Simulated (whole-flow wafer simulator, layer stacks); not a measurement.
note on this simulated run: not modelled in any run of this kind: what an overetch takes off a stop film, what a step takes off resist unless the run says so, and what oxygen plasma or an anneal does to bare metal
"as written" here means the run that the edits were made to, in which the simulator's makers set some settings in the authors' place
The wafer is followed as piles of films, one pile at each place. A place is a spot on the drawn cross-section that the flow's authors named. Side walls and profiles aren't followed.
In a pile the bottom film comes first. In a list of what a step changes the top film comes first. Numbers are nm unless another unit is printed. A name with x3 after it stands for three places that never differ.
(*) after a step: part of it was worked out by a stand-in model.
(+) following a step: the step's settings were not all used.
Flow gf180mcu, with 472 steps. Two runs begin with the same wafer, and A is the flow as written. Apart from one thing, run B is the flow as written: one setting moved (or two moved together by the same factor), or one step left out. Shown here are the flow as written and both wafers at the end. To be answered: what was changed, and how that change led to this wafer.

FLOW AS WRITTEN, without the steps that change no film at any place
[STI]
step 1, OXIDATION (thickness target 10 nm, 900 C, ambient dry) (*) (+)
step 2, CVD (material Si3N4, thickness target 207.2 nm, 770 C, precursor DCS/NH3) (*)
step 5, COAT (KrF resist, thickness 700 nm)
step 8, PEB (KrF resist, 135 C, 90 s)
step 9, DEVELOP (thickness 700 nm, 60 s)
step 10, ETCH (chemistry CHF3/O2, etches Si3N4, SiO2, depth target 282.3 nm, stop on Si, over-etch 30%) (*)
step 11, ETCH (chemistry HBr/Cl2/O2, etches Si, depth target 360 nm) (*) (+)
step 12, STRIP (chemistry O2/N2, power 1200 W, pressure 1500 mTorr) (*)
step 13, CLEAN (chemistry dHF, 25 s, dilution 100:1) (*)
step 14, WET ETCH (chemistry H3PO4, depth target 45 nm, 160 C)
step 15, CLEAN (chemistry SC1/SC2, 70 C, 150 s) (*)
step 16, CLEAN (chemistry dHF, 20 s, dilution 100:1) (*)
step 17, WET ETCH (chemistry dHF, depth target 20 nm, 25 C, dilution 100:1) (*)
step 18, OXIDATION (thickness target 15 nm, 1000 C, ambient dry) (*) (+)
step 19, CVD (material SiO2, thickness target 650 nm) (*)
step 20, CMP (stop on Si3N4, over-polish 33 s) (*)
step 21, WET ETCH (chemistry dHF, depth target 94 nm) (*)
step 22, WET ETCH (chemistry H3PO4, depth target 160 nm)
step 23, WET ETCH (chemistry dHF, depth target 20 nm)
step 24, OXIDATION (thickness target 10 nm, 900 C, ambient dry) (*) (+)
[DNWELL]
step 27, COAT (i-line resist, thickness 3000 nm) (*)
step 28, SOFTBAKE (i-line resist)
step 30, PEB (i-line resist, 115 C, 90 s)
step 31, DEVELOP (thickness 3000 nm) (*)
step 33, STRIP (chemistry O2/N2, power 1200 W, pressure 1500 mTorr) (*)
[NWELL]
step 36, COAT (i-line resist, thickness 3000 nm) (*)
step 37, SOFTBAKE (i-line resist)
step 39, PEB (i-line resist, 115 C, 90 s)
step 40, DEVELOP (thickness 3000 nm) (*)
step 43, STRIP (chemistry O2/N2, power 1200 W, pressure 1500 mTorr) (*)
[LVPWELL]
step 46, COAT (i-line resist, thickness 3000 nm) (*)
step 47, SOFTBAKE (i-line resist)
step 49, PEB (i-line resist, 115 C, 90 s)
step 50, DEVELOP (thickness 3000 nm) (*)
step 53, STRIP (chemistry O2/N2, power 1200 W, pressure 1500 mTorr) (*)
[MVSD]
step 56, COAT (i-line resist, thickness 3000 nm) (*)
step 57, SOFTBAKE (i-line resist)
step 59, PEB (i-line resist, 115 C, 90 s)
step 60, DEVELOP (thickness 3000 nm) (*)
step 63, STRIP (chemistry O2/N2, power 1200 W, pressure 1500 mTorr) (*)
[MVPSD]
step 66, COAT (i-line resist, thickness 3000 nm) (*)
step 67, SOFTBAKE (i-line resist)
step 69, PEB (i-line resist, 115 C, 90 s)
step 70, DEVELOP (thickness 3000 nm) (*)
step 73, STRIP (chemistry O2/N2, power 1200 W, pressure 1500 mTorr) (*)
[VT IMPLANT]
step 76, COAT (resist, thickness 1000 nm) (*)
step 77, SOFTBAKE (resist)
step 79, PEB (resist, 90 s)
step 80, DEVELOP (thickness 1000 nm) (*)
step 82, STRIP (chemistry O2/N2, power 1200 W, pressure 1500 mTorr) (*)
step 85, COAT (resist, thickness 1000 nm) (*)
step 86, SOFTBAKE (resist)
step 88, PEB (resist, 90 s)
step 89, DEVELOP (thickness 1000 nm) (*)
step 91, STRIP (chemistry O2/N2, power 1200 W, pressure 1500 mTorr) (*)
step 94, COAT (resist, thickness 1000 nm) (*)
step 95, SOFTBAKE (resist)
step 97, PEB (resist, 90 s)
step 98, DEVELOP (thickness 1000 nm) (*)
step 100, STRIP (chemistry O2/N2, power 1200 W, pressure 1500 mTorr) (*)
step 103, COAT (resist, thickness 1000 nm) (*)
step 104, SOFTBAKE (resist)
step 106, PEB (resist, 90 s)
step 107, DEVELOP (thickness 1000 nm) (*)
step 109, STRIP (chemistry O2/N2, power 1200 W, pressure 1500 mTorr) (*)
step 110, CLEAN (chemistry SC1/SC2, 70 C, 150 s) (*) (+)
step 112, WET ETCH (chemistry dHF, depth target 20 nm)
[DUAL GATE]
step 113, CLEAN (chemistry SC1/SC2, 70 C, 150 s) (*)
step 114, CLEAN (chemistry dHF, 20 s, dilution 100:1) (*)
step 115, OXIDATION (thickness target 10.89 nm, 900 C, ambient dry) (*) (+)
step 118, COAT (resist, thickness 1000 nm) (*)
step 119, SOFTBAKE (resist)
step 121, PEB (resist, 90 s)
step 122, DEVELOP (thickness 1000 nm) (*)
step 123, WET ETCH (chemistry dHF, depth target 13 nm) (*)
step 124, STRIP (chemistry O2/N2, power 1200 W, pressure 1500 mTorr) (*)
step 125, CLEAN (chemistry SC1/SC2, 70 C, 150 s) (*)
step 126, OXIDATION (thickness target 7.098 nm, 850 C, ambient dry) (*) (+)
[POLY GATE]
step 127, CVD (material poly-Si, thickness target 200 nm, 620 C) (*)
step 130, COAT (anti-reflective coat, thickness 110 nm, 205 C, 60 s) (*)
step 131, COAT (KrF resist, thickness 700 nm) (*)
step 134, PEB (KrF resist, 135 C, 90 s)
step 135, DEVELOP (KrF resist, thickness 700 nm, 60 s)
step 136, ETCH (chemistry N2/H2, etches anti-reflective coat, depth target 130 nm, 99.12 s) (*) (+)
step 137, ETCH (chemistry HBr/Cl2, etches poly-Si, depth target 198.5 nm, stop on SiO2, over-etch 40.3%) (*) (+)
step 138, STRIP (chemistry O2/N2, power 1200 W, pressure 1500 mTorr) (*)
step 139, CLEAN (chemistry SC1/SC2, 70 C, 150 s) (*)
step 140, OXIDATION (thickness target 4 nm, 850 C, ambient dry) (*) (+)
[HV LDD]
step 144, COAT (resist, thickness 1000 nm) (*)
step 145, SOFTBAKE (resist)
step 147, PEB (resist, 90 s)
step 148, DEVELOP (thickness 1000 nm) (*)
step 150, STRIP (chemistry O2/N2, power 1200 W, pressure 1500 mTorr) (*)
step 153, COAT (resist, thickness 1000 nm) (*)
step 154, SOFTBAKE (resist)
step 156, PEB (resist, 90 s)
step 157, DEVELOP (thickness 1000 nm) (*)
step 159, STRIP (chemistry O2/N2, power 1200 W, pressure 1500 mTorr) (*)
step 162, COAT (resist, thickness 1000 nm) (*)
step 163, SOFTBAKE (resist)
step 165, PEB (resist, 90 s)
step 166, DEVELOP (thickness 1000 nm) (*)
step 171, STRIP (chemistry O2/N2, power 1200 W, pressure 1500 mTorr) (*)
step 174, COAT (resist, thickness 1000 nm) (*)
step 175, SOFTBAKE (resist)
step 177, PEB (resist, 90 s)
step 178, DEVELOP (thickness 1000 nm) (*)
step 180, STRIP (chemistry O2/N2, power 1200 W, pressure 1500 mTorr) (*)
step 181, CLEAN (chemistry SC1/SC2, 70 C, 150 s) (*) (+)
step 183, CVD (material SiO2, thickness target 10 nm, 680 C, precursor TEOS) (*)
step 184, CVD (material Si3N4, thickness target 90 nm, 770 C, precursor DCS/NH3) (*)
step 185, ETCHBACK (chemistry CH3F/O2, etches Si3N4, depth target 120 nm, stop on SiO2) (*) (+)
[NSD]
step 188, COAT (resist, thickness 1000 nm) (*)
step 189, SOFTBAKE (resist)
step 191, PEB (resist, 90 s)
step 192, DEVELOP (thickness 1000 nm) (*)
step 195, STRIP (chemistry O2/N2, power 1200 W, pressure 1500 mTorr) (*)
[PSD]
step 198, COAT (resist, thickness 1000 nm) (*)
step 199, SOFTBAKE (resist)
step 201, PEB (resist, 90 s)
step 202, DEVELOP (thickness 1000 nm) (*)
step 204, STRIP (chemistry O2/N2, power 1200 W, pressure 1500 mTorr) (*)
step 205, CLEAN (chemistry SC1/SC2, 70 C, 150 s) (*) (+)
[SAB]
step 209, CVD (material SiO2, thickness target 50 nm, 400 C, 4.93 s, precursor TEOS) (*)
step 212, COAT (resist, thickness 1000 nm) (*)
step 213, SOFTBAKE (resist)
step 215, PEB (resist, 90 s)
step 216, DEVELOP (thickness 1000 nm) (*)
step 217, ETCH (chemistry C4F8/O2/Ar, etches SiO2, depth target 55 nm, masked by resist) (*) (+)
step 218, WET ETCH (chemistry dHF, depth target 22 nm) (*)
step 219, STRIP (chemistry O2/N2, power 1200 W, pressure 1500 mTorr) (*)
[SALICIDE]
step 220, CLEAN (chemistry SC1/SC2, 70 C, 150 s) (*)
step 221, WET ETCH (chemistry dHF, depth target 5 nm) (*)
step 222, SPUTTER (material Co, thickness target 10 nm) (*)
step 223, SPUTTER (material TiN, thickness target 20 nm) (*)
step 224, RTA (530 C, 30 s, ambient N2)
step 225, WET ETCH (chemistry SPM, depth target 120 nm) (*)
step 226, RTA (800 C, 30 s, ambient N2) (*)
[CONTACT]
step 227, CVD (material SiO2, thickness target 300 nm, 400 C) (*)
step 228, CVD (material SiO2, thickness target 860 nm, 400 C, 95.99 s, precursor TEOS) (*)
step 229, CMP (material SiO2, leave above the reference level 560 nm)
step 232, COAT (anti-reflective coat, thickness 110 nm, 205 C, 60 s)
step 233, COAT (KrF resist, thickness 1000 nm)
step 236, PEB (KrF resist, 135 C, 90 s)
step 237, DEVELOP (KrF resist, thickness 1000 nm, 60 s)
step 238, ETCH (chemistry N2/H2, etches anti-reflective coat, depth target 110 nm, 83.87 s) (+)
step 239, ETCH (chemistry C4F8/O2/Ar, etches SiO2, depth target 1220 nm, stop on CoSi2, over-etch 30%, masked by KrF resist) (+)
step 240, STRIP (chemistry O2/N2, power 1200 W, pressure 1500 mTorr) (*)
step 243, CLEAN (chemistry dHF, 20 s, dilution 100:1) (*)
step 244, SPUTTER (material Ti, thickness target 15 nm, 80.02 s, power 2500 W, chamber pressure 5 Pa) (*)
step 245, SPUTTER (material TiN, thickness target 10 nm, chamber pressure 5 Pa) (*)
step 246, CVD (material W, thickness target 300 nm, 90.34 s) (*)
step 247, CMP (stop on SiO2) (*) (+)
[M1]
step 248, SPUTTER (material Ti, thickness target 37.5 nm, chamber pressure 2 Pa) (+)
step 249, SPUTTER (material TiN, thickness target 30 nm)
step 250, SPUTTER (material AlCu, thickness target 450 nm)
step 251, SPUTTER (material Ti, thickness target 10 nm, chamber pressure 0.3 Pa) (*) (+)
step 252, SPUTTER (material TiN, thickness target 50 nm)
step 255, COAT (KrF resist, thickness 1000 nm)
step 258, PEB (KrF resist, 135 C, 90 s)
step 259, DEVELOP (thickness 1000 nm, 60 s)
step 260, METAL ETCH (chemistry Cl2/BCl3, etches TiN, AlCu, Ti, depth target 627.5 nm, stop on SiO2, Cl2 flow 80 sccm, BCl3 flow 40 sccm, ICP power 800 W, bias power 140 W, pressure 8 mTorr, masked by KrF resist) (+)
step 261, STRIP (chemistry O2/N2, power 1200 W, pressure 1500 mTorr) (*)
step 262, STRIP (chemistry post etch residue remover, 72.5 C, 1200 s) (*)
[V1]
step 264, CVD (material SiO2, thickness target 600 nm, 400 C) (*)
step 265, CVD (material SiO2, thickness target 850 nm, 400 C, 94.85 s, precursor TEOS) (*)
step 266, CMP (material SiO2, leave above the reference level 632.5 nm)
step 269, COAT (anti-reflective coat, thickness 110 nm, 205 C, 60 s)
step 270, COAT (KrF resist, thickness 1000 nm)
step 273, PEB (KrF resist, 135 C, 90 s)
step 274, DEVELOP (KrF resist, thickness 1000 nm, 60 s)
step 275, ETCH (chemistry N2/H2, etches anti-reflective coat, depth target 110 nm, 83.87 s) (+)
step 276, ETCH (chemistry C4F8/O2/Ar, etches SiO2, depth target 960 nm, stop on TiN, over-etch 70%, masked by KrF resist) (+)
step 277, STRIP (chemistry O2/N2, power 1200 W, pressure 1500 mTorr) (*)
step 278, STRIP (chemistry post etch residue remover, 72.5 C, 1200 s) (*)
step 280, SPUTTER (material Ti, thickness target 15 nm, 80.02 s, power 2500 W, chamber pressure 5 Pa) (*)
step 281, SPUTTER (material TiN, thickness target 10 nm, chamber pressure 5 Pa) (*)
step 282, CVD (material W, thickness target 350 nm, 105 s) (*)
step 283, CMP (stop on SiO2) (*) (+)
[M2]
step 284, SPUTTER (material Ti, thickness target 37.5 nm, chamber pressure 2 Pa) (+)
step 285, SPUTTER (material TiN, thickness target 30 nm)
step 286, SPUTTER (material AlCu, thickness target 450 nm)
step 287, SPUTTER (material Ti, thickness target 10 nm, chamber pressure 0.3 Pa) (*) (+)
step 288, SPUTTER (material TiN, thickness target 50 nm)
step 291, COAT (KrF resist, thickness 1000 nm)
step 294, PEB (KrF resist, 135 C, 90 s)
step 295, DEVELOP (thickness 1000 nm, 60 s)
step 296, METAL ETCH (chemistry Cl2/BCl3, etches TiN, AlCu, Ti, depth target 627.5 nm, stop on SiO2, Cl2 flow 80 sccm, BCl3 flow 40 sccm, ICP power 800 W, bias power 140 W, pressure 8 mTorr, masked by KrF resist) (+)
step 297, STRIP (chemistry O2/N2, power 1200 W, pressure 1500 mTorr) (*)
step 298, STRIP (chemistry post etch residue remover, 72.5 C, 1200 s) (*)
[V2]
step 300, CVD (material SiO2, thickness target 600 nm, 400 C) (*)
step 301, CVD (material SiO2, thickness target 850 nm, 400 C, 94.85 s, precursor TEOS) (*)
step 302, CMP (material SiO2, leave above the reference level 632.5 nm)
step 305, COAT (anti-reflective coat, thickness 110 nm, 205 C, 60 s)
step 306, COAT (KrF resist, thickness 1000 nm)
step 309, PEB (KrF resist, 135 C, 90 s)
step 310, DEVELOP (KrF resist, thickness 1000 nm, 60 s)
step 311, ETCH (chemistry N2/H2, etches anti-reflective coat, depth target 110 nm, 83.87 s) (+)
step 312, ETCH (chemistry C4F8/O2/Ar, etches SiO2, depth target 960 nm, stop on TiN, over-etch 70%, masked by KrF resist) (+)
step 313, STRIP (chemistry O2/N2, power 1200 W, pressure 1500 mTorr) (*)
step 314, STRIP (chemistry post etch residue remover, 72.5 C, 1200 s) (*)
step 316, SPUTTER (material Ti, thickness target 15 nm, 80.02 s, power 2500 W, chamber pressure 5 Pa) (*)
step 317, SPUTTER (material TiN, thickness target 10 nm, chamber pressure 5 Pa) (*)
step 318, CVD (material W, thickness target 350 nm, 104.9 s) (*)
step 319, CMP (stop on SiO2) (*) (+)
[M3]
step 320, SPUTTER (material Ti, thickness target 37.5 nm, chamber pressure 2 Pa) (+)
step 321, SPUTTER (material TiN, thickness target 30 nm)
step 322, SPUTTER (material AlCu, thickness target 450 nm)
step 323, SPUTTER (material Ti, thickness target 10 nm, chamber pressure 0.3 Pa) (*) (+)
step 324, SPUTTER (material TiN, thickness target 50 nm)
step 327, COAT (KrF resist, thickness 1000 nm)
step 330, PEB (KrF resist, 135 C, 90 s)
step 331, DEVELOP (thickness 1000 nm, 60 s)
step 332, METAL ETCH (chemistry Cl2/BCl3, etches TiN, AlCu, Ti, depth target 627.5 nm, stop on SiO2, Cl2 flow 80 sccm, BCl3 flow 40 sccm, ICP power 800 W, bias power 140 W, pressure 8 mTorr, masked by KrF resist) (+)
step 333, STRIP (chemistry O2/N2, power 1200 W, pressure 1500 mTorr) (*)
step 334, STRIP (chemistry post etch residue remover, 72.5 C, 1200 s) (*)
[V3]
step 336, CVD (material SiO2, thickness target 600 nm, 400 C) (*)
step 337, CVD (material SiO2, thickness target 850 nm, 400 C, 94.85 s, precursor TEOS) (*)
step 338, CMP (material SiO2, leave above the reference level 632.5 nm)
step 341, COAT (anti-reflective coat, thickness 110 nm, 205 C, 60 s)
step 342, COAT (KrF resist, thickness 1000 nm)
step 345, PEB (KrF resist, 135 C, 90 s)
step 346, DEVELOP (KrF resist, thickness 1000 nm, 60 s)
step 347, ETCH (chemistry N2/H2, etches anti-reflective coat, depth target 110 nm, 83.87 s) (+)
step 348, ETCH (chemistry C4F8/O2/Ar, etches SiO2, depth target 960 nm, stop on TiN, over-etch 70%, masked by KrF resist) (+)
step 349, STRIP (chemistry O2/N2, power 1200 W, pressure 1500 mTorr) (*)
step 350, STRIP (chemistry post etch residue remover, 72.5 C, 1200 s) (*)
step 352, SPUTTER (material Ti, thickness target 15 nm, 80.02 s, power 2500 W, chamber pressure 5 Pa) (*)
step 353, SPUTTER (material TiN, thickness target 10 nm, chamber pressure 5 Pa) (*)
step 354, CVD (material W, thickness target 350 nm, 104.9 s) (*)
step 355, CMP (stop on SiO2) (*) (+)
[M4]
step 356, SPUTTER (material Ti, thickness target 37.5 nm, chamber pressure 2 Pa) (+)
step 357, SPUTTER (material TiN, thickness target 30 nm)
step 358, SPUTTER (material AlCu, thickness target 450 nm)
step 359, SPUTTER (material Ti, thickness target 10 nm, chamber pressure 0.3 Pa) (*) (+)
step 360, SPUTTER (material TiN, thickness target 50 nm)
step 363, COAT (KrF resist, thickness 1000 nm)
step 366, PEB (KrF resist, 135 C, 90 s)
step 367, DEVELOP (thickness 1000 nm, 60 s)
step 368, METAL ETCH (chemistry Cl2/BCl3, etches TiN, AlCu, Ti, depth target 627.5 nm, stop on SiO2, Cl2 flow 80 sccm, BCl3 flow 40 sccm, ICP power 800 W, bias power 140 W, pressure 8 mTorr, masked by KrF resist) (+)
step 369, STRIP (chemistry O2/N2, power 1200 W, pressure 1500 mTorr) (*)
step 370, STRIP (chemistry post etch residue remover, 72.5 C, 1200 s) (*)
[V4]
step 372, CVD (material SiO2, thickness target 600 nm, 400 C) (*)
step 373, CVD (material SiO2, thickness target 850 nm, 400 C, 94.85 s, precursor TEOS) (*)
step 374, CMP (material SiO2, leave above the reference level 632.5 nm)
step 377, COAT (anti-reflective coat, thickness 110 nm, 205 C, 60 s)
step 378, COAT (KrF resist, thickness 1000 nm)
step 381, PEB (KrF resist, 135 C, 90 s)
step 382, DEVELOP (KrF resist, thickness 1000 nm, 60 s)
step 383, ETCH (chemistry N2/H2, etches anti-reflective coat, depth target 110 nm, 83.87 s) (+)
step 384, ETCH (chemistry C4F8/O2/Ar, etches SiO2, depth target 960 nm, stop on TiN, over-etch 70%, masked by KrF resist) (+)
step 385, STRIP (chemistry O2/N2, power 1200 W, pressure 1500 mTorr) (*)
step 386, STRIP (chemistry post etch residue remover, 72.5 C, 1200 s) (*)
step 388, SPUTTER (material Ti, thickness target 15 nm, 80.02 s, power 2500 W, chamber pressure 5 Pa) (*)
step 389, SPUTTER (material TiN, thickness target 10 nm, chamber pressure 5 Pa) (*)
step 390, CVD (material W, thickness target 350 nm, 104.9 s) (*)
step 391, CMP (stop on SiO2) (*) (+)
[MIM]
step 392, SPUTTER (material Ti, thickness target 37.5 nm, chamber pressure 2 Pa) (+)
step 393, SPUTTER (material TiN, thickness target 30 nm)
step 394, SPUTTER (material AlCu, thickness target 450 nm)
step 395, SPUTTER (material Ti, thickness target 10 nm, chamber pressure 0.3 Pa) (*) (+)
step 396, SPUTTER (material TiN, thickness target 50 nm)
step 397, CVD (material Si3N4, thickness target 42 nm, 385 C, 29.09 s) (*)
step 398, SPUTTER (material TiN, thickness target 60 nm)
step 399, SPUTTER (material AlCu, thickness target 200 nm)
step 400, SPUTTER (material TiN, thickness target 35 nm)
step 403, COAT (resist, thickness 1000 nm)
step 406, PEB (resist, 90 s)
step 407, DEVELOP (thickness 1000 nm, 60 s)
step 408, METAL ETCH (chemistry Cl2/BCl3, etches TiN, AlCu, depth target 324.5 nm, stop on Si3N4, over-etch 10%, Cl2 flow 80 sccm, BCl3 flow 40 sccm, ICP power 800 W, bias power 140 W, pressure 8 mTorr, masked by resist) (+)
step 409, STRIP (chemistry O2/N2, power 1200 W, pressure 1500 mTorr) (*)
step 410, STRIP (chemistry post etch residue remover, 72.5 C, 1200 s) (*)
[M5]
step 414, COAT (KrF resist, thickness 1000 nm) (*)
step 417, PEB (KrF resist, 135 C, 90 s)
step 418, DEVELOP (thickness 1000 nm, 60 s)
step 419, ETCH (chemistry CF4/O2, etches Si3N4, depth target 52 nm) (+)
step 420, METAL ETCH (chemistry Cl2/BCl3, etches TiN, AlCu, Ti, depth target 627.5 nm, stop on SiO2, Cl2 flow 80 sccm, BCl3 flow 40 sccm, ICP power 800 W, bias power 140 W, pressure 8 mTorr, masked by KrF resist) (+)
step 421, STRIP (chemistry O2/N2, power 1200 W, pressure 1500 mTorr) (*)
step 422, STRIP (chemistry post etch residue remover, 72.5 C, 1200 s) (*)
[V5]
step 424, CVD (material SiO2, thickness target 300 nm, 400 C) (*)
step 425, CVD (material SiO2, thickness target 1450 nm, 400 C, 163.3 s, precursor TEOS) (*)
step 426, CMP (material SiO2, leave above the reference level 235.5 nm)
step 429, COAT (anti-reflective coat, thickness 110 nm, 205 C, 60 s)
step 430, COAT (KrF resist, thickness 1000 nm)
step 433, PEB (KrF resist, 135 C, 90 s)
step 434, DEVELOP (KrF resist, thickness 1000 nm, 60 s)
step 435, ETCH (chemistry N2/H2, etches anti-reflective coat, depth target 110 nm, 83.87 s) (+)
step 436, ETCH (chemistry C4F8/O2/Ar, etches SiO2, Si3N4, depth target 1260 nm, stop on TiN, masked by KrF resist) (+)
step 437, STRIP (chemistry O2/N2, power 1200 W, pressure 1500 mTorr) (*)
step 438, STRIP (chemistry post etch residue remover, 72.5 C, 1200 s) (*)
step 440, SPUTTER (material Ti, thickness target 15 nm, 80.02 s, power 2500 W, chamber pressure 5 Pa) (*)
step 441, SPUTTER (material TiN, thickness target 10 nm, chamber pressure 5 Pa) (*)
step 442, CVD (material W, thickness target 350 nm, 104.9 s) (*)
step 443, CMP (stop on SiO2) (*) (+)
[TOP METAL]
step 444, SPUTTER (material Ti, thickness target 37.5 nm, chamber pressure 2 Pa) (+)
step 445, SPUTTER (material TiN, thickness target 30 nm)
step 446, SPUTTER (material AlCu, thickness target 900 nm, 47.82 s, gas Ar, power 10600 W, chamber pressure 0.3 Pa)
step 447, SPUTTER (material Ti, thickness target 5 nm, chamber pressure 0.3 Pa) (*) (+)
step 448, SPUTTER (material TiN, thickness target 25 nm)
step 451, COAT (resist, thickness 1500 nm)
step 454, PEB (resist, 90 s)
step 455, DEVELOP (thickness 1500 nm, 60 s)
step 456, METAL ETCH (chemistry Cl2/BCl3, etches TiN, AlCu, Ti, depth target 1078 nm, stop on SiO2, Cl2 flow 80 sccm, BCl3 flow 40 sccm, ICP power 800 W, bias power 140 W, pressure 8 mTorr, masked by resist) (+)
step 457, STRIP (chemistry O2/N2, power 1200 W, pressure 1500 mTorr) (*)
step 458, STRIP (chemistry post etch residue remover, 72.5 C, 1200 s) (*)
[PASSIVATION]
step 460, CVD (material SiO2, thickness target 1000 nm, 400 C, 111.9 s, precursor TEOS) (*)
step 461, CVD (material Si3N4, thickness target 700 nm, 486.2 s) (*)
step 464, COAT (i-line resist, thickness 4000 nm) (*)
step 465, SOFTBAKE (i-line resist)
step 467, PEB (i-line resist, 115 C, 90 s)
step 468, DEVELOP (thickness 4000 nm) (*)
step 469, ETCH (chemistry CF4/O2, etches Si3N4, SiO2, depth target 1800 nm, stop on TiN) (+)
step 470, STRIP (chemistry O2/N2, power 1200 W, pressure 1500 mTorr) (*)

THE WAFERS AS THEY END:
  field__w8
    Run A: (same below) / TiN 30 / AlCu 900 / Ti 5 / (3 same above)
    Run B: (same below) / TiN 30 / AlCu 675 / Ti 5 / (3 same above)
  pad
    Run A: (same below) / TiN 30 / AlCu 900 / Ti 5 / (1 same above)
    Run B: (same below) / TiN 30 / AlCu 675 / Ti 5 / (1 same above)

Cause: step 446, SPUTTER: thickness target 675 nm was run, while the flow as written has thickness target 900 nm.
One can read it off the wafer: field__w8 has AlCu 675, and step 446 as written asks for 900 nm.

The path from the change to this, step by step:
  step 446, SPUTTER (material AlCu, thickness target 900 nm, 47.82 s, gas Ar, power 10600 W, chamber pressure 0.3 Pa)
      field, field__w1, field__w2 and 109 more: A AlCu gains 900 (new film) | B AlCu gains 675 (new film)
  step 456, METAL ETCH (chemistry Cl2/BCl3, etches TiN, AlCu, Ti, depth target 1078 nm, stop on SiO2, Cl2 flow 80 sccm, BCl3 flow 40 sccm, ICP power 800 W, bias power 140 W, pressure 8 mTorr, masked by resist) (+)
      field, field__w1, field__w2 and 103 more: A TiN loses 25 (all of it), Ti loses 5 (all of it), AlCu loses 900 (all of it), TiN loses 30 (all of it), Ti loses 37.5 (all of it) | B TiN loses 25 (all of it), Ti loses 5 (all of it), AlCu loses 675 (all of it), TiN loses 30 (all of it), Ti loses 37.5 (all of it)
  step 464, COAT (i-line resist, thickness 4000 nm) (*)
      field__w8: A i-line resist gains 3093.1 (new film) | B i-line resist gains 3292.8 (new film)
      contact: A i-line resist gains 3153.6 (new film) | B i-line resist gains 3332.7 (new film)
      (also at 4 further places)
  step 465, SOFTBAKE (i-line resist)
      field__w5, field__w9: A i-line resist gains 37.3 | B i-line resist gains 26.2
      field__w11, field__w13: A i-line resist gains 37.9 | B i-line resist gains 26.3
      (also at 65 further places)
  step 467, PEB (i-line resist, 115 C, 90 s)
      field__w8, m1__w1: A i-line resist loses 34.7 | B i-line resist loses 38.3
      contact, m1: A i-line resist loses 35.1 | B i-line resist loses 38.5
      (also at 2 further places)
  step 468, DEVELOP (thickness 4000 nm) (*)
      pad: A i-line resist loses 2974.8 (all of it) | B i-line resist loses 3194.5 (all of it)
  step 470, STRIP (chemistry O2/N2, power 1200 W, pressure 1500 mTorr) (*)
      field__w8, m1__w1: A i-line resist loses 1787.7 (all of it) | B i-line resist loses 2004.6 (all of it)
      contact: A i-line resist loses 1811.2 (all of it) | B i-line resist loses 2020.5 (all of it)
      (also at 2 further places)
